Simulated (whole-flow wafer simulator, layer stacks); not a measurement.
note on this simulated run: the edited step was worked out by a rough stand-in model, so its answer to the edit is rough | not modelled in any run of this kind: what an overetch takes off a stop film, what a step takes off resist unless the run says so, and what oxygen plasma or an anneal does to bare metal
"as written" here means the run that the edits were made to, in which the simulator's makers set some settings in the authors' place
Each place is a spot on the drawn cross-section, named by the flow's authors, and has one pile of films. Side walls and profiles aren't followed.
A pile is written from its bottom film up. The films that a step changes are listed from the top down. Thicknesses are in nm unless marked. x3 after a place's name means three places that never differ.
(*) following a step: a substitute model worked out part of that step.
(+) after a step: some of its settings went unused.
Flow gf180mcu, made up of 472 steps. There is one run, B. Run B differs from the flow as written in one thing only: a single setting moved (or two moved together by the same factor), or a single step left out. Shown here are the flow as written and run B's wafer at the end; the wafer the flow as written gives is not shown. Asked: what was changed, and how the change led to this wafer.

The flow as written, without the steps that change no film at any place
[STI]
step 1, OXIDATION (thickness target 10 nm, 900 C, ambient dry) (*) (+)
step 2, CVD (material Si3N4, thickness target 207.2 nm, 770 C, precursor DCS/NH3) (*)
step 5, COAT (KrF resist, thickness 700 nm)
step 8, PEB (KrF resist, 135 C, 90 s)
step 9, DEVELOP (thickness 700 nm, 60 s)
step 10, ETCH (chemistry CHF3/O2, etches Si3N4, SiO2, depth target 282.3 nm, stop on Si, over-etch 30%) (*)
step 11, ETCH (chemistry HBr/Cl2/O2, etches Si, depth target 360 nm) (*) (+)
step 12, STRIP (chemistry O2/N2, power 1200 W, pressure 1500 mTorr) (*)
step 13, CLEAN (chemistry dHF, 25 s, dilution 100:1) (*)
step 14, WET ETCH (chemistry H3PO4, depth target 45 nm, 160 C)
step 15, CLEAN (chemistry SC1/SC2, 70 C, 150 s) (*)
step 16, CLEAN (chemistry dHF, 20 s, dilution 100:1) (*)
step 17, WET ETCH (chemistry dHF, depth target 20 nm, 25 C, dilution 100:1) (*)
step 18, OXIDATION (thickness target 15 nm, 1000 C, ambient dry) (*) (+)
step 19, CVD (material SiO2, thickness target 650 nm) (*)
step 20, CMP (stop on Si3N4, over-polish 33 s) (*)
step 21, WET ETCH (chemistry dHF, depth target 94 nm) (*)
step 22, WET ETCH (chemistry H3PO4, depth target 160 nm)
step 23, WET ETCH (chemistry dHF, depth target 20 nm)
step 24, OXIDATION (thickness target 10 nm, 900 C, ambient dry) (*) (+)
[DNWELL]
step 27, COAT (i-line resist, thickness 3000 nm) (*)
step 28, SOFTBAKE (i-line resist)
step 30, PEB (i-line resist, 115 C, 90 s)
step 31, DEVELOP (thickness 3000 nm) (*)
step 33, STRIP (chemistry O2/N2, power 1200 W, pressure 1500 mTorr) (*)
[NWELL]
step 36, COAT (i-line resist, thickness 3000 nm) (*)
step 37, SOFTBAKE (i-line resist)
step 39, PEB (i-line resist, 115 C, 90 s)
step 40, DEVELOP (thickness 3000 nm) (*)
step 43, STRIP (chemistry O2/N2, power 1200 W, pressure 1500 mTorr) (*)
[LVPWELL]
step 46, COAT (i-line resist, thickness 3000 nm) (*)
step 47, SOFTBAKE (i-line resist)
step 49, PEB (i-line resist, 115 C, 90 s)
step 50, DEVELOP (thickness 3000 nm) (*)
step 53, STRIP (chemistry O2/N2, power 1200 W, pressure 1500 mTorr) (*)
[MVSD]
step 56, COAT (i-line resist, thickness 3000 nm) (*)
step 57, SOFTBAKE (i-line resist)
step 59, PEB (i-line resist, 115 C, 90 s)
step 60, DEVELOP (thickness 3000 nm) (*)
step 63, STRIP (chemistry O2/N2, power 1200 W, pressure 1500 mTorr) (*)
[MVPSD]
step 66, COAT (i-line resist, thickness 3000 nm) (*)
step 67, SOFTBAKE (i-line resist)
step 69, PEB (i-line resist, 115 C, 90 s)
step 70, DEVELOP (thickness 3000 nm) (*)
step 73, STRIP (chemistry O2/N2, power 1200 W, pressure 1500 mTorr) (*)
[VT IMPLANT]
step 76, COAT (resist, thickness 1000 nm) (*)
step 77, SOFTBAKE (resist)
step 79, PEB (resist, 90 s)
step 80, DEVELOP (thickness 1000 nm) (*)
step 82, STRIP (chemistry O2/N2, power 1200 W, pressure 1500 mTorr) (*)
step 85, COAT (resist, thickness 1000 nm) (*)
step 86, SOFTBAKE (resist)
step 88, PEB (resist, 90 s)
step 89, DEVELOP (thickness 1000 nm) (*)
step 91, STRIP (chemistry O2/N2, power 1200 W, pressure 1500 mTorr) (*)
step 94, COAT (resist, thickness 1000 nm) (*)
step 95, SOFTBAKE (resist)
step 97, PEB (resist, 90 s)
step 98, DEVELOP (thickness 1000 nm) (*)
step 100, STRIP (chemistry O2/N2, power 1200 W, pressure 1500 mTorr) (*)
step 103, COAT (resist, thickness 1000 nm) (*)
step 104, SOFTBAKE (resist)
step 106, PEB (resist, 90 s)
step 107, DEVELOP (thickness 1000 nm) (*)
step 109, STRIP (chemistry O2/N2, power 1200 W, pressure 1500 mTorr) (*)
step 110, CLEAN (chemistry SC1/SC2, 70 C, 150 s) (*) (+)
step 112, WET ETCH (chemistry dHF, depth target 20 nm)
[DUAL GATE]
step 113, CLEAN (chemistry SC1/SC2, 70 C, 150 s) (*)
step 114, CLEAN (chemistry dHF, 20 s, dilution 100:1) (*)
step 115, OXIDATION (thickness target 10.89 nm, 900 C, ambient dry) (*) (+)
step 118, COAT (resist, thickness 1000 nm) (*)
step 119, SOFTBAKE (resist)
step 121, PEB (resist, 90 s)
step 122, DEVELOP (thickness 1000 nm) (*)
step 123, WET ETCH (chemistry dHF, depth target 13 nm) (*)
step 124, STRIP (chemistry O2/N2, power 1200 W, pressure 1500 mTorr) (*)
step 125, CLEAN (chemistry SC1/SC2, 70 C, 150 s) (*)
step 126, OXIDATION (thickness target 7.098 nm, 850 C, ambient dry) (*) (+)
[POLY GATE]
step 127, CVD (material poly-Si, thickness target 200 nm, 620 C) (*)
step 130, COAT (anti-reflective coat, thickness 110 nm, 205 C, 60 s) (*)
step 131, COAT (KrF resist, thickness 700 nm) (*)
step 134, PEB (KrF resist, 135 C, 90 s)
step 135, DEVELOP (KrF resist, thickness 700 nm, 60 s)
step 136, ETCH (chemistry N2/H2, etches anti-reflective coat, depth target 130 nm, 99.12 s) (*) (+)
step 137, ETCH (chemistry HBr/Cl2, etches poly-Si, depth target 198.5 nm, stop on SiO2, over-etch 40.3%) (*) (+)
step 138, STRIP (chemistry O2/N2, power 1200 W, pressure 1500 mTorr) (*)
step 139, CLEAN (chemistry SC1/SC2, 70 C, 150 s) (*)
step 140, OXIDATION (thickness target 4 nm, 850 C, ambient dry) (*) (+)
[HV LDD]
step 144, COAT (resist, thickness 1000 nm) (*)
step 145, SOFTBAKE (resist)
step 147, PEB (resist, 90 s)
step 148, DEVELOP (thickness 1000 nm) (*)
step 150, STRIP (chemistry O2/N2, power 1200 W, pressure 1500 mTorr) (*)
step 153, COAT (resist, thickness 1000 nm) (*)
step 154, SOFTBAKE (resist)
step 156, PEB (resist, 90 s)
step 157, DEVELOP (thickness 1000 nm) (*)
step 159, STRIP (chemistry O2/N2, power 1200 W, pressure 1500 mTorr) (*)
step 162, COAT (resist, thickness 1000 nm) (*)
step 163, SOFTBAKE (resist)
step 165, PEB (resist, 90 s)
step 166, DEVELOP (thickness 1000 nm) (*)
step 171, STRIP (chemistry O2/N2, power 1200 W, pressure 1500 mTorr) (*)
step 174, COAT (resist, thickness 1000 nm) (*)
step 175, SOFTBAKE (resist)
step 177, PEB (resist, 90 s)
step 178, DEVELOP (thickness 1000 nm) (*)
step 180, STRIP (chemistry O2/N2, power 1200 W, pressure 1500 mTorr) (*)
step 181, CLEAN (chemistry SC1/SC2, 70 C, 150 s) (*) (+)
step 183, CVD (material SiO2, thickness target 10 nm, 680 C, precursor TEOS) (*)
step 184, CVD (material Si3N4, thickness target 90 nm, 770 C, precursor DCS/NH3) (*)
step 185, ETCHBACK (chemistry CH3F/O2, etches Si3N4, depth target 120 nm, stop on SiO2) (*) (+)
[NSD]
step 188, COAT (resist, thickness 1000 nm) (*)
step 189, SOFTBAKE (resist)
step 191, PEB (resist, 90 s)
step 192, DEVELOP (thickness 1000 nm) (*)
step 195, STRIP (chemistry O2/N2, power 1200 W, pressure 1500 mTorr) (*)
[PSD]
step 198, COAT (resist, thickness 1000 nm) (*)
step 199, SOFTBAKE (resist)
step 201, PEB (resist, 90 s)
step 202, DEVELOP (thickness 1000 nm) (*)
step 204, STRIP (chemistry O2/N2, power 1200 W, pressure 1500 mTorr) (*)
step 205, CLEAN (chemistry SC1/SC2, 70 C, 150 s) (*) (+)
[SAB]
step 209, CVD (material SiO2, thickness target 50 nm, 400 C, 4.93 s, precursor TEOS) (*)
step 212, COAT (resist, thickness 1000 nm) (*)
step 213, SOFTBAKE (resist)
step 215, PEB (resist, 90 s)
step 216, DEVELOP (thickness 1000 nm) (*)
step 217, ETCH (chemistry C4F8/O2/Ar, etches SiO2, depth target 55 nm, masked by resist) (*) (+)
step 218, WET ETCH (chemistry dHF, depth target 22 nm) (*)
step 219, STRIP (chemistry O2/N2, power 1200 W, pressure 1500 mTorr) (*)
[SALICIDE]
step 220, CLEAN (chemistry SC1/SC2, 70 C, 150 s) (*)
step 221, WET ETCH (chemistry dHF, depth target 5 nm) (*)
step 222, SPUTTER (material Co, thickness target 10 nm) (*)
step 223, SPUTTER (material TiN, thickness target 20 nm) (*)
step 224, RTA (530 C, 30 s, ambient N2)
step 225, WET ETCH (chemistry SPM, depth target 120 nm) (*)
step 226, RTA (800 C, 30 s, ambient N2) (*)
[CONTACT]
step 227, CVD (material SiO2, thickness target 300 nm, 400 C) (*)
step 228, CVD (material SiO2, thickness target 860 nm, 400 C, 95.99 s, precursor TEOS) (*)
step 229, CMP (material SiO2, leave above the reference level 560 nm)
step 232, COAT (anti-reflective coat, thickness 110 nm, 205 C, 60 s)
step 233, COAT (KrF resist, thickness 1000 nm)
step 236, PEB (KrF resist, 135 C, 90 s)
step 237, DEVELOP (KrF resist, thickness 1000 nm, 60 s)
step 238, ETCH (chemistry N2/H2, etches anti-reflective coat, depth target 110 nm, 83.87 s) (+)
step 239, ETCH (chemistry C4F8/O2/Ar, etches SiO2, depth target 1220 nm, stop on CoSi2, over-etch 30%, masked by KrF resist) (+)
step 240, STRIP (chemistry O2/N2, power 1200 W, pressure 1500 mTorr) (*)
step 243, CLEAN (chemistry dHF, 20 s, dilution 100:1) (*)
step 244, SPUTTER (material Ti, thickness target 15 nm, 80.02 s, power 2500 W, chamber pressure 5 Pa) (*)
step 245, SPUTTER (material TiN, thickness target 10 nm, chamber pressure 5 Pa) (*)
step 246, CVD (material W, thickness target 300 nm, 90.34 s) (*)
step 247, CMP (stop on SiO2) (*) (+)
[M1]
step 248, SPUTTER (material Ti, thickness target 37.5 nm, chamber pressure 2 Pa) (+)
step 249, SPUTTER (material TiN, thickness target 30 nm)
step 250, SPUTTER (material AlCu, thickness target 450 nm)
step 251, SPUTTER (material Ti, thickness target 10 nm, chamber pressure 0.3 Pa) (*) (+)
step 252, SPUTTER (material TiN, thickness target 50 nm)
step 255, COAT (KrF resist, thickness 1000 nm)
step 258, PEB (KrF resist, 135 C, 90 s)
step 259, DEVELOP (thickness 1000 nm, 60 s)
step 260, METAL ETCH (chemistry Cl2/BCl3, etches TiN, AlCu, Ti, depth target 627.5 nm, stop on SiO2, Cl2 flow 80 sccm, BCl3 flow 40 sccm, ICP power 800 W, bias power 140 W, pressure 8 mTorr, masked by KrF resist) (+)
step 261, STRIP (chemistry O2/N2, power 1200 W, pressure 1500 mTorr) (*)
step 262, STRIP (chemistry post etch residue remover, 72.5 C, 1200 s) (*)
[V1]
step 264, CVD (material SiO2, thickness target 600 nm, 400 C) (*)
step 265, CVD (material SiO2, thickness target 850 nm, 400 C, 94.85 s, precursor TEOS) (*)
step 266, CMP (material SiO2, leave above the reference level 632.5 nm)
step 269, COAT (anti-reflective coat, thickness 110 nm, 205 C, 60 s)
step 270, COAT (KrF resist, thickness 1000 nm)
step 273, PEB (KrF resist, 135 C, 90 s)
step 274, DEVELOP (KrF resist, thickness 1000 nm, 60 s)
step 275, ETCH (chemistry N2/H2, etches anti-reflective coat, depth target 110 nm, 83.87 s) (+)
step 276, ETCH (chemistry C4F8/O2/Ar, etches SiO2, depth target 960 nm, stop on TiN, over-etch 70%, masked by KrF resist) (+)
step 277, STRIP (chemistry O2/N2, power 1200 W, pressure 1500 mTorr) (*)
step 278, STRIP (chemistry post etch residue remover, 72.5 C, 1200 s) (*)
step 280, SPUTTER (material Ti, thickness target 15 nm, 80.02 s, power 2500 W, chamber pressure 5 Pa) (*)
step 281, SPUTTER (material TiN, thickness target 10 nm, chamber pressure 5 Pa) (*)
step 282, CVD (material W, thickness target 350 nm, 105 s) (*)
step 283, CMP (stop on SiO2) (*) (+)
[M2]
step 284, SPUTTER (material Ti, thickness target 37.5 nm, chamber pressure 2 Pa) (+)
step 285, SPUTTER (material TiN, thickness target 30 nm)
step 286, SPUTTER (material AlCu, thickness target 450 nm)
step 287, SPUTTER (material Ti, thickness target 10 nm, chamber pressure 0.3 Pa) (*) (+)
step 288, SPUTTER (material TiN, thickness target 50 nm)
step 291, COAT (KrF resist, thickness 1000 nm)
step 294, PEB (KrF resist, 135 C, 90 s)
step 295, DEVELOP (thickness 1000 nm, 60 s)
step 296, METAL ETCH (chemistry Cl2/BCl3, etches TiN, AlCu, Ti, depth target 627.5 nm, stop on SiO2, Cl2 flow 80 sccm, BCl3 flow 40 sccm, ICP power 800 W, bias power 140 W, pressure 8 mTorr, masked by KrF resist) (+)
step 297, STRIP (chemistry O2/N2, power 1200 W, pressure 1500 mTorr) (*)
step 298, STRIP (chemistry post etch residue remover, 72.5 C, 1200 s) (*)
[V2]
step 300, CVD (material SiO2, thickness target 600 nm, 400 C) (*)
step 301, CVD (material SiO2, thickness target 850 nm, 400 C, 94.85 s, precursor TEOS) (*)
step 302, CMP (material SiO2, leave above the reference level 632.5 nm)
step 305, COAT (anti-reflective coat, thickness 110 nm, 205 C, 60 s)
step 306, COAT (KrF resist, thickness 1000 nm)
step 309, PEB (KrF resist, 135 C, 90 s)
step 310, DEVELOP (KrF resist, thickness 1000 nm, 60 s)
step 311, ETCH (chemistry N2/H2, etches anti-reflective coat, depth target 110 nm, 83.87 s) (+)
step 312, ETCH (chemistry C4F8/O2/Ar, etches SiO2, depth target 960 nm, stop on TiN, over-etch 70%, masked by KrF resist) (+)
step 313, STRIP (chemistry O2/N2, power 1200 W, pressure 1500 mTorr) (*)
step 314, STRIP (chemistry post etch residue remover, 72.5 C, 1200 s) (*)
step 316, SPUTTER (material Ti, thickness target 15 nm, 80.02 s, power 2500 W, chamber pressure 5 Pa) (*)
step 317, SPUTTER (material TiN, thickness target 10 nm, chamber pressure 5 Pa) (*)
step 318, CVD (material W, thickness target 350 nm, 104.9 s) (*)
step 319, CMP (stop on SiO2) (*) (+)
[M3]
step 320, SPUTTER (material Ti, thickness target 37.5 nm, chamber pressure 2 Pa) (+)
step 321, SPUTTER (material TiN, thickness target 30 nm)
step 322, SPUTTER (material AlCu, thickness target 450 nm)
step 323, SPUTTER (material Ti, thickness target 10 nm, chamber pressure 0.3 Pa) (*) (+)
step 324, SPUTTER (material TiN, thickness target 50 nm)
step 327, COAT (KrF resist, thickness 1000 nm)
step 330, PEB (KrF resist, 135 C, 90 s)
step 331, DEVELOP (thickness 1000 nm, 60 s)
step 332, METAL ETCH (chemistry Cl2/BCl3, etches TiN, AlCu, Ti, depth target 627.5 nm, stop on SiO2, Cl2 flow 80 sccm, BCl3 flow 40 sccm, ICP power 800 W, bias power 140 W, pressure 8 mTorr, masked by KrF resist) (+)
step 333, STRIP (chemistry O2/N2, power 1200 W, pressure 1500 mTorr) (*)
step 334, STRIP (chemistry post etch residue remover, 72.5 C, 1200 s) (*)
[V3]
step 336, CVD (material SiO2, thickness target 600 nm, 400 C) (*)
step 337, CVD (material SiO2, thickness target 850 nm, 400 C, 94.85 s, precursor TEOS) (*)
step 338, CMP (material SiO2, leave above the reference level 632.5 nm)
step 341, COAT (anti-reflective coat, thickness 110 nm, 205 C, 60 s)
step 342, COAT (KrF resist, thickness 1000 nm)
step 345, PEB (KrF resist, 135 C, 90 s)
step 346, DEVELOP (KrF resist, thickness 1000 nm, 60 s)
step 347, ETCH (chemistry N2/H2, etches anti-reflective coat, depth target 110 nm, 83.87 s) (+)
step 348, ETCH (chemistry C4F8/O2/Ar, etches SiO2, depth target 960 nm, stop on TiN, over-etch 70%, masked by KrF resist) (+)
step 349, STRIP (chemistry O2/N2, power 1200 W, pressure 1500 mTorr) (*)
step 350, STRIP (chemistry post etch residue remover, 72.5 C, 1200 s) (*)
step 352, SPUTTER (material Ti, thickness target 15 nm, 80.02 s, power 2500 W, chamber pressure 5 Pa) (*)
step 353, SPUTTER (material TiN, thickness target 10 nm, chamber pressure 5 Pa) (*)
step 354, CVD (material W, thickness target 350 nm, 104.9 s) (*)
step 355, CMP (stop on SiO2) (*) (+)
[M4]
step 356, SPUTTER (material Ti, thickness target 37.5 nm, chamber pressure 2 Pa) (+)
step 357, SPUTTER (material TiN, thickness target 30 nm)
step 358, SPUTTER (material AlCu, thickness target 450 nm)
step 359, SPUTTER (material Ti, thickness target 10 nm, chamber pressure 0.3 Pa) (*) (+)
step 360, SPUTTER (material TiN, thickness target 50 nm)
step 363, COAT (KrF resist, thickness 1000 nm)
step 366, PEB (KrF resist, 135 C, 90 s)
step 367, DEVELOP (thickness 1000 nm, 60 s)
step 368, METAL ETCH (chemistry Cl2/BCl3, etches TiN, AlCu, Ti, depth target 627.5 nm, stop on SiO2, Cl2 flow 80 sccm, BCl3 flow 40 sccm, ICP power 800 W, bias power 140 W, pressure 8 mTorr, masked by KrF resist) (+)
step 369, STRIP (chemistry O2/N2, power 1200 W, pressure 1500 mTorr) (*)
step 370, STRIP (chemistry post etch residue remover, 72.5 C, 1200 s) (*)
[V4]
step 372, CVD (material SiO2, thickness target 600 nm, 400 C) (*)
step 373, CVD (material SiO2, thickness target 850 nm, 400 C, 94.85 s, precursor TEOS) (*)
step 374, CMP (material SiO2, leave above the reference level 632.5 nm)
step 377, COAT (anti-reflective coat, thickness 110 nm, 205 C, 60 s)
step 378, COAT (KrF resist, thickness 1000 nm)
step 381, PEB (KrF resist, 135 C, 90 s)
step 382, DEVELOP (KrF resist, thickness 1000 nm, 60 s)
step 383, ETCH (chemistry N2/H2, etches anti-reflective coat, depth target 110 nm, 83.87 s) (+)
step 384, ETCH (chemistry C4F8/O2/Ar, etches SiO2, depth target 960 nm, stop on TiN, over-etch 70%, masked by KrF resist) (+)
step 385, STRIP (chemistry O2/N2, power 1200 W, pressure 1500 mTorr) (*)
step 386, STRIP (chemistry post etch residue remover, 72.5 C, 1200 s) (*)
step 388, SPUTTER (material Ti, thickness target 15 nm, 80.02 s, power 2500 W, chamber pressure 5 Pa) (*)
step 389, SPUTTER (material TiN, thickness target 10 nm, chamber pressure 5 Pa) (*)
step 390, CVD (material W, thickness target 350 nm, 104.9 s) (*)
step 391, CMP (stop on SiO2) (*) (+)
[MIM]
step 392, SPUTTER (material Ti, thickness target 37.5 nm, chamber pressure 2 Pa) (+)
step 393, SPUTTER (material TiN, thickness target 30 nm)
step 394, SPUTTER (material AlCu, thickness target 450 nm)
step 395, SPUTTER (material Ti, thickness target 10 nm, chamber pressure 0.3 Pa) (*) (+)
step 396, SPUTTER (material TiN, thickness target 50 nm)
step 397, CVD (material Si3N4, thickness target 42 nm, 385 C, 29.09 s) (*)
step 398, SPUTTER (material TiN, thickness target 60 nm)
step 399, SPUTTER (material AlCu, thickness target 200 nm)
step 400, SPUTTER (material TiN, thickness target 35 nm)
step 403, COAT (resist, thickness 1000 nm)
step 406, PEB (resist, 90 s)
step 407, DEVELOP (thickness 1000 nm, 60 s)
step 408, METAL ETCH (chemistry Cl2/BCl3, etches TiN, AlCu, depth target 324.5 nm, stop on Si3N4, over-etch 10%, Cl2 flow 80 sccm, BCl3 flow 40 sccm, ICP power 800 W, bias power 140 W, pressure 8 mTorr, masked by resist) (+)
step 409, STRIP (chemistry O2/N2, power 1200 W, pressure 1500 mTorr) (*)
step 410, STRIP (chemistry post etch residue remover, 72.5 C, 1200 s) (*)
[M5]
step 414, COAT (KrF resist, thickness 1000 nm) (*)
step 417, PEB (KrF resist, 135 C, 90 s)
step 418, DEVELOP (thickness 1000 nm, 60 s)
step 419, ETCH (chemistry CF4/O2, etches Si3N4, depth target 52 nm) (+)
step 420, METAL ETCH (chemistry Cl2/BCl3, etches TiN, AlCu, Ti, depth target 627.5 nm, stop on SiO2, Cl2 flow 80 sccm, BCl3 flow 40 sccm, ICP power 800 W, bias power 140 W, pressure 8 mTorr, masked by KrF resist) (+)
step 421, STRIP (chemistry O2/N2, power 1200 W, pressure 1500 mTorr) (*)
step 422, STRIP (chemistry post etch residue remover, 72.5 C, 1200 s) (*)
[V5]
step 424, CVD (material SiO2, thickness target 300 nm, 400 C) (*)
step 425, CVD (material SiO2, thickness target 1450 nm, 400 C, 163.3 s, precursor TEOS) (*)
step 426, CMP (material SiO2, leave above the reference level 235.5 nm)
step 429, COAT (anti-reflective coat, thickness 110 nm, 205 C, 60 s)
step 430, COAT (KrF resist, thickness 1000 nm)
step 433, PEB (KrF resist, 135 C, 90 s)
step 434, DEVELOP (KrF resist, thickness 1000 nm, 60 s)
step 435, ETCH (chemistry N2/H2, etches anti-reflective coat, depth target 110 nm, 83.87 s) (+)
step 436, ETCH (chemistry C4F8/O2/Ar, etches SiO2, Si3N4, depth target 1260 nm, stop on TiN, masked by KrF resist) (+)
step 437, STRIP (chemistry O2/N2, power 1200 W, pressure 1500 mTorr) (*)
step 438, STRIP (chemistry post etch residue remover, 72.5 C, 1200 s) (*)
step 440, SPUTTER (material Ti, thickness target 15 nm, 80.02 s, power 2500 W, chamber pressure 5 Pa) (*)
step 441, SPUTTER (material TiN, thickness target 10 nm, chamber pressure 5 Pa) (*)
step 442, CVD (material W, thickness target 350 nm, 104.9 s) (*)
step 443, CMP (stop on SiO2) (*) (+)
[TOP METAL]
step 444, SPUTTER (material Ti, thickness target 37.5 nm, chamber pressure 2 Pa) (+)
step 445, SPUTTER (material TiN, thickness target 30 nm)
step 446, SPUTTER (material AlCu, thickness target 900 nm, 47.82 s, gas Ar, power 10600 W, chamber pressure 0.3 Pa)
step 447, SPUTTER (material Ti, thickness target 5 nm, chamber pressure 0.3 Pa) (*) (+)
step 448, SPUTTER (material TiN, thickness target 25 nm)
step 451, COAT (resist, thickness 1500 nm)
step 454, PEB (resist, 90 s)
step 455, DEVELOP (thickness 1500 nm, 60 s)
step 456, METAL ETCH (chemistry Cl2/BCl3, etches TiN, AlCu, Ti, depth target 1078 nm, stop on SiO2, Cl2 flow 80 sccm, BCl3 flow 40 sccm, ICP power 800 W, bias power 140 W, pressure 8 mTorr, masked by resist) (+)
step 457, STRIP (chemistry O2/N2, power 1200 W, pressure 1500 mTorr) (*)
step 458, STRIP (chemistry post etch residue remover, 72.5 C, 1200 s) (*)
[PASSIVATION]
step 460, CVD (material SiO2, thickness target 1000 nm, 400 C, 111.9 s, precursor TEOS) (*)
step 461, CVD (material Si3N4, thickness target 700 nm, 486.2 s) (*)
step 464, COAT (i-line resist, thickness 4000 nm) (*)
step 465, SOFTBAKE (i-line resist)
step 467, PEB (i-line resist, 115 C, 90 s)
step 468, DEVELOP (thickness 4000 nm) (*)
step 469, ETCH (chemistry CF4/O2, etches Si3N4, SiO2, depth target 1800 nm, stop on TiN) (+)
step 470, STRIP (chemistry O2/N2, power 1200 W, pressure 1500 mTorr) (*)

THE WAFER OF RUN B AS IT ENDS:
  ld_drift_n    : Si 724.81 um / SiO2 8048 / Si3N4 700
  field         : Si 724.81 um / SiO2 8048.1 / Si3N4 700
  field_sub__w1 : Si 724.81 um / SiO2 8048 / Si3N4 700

The reason: step 11, ETCH: depth target 180 nm was run, whereas the flow has depth target 360 nm.

How this came from the change, step by step:
  step 11, ETCH (chemistry HBr/Cl2/O2, etches Si, depth target 360 nm) (*) (+)
      active, n_well, p_well and 40 more: KrF resist loses 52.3 (it would be, as written: KrF resist loses 112.3)
      field, field_sub, sti and 34 more: Si loses 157 (it would be, as written: Si loses 337)
  step 12, STRIP (chemistry O2/N2, power 1200 W, pressure 1500 mTorr) (*)
      active, n_well, p_well and 40 more: KrF resist loses 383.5 (all of it) (it would be, as written: KrF resist loses 323.5 (all of it))
  step 19, CVD (material SiO2, thickness target 650 nm) (*)
      m1, ld_fp_n, ld_drift_n and 8 more: SiO2 gains 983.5 (it would be, as written: SiO2 gains 1163.5)
  step 20, CMP (stop on Si3N4, over-polish 33 s) (*)
      sti, mim_1p0, pad and 11 more: SiO2 loses 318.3 (it would be, as written: SiO2 loses 138.3)
      nw_enc_fld, nw_enc_fld_lv: SiO2 loses 322.3 (it would be, as written: SiO2 loses 142.4)
      (as well as at 10 more places)
  step 24, OXIDATION (thickness target 10 nm, 900 C, ambient dry) (*) (+)
      sti, mim_1p0, pad and 17 more: SiO2 gains 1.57, Si loses 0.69 (it would be, as written: SiO2 gains 1.02, Si loses 0.45)
      field, mim, npoly_sal, nw_sep_fld: SiO2 gains 1.62, Si loses 0.71 (it would be, as written: SiO2 gains 1.04, Si loses 0.46)
      (as well as at 13 more places)
  step 115, OXIDATION (thickness target 10.89 nm, 900 C, ambient dry) (*) (+)
      sti, mim_1p0, pad and 19 more: SiO2 gains 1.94, Si loses 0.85 (it would be, as written: SiO2 gains 1.22, Si loses 0.54)
      field, field__w1, field__w2, field__w3, field__w6, field__w12, mim, nw_sep_fld: SiO2 gains 2, Si loses 0.88 (it would be, as written: SiO2 gains 1.25, Si loses 0.55)
      (as well as at 19 more places)
  step 189, SOFTBAKE (resist)
      field__w9: resist loses 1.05 (it would be, as written: resist gains 1.85)
      active_hv: resist gains 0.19 (it would be, as written: resist gains 0.78)
      (as well as at 1 more place)
  step 199, SOFTBAKE (resist)
      field__w9: resist loses 1.05 (it would be, as written: resist gains 1.85)
      active_hv: resist gains 0.19 (it would be, as written: resist gains 0.78)
      (as well as at 1 more place)
